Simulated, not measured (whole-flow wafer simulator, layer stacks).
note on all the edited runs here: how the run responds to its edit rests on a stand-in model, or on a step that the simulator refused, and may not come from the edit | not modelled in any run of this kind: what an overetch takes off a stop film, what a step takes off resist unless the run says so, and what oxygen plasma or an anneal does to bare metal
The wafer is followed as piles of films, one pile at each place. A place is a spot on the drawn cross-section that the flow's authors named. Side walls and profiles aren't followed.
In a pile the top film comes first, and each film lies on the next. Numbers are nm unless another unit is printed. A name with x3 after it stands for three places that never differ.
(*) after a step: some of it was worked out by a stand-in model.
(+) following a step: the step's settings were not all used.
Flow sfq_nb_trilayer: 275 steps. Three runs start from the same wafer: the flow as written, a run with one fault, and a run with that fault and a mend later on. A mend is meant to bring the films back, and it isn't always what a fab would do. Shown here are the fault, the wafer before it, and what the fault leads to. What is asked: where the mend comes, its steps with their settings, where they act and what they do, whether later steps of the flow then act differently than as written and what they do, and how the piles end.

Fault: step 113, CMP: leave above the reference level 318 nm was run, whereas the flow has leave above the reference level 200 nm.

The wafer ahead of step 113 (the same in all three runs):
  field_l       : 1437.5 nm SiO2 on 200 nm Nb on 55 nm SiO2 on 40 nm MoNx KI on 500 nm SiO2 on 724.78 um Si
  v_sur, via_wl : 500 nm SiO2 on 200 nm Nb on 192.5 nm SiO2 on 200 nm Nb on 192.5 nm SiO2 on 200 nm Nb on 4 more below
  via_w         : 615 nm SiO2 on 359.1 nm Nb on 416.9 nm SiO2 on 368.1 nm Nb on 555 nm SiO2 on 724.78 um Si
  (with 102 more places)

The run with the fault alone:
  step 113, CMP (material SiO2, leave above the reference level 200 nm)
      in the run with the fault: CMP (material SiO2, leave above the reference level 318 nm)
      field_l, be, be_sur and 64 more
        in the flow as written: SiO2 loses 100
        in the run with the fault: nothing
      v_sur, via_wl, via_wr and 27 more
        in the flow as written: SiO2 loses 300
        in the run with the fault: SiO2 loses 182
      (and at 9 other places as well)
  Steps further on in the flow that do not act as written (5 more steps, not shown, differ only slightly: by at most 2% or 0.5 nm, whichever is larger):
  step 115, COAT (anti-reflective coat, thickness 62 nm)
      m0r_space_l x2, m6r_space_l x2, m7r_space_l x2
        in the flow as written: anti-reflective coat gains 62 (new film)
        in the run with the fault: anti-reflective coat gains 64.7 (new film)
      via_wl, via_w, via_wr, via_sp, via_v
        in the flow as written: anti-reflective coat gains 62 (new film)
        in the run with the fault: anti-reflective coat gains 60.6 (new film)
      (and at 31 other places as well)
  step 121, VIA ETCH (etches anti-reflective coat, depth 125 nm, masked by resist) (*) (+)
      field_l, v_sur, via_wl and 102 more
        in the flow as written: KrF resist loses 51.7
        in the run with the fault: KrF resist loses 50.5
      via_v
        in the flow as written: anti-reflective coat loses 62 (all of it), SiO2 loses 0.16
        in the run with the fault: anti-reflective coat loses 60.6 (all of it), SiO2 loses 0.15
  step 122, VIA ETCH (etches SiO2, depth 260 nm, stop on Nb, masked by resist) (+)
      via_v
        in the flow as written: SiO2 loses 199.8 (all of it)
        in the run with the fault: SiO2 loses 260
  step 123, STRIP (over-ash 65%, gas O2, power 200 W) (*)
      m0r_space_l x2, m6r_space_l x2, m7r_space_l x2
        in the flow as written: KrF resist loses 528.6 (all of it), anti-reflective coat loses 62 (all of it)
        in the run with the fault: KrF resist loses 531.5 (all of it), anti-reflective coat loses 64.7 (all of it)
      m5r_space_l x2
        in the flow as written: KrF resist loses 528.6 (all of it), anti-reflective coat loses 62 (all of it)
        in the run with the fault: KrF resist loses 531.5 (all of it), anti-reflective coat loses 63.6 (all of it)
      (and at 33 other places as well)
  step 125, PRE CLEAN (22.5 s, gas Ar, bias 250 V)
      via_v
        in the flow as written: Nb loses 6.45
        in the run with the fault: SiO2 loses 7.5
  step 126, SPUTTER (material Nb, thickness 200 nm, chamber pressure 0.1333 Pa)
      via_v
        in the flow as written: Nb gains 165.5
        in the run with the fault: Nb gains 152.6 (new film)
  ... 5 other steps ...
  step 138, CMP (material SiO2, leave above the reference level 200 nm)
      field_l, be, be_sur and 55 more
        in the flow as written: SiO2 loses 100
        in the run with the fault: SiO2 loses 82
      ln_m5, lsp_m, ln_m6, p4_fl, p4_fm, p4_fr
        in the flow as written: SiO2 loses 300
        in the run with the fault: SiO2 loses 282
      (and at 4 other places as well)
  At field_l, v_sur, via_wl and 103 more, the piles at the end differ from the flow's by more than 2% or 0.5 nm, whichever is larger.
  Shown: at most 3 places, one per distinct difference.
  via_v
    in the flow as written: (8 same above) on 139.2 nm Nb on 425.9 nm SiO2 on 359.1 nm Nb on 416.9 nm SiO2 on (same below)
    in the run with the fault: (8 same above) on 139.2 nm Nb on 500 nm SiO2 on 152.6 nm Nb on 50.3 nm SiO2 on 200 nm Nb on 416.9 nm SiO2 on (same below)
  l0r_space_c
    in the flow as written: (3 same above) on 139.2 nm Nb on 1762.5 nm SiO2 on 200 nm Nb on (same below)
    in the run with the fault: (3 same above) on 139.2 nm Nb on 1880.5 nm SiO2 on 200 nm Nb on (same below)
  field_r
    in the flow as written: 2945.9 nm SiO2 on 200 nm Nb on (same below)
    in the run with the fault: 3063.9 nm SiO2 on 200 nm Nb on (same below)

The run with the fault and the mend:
  The mend stands after step 120.
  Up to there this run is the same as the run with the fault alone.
  step 120a, STRIP (over-ash 65%, gas O2, power 200 W) (*)
      r_end, moat, field_r, lsp_l, ln_m5, lsp_m, ln_m6
        KrF resist loses 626 (all of it), anti-reflective coat loses 62.1 (all of it)
      m0r_line_l x2, m6r_line_l x2, m7r_line_l x2
        KrF resist loses 628.3 (all of it), anti-reflective coat loses 62.6 (all of it)
      m0r_space_l x2, m6r_space_l x2, m7r_space_l x2
        KrF resist loses 626.9 (all of it), anti-reflective coat loses 64.7 (all of it)
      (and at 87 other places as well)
  step 120b, CMP (material SiO2, leave above the reference level 200 nm) (the flow's step 113 again)
      field_l, be, be_sur and 64 more
        SiO2 loses 100
      v_sur, via_wl, via_w and 36 more
        SiO2 loses 118
  step 120c, COAT (anti-reflective coat, thickness 62 nm) (the flow's step 115 again)
      field_l, v_sur, via_wl and 103 more
        anti-reflective coat gains 62 (new film)
  step 120d, COAT (KrF resist, thickness 650 nm) (the flow's step 116 again)
      field_l, v_sur, via_wl and 103 more
        KrF resist gains 650 (new film)
  step 120e, SOFTBAKE (KrF resist) (the flow's step 117 again)
      does not change any film at any place that is followed
  step 120f, EXPOSE (photomask I3, dose 11.91 mJ/cm2, NA 0.6, wavelength 248 nm) (*) (the flow's step 118 again)
      does not change any film at any place that is followed
  step 120g, PEB (KrF resist, 90 s) (the flow's step 119 again)
      field_l, v_sur, via_wl and 103 more
        KrF resist loses 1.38
  step 120h, DEVELOP (KrF resist, thickness 650 nm, 60 s) (the flow's step 120 again)
      field_l, v_sur, via_wl and 102 more
        KrF resist loses 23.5
      via_v
        KrF resist loses 648.6 (all of it)
  None of the later steps of the flow acts differently than as written at any place that is followed.
  The piles end the same as the flow's at every place that both follow.
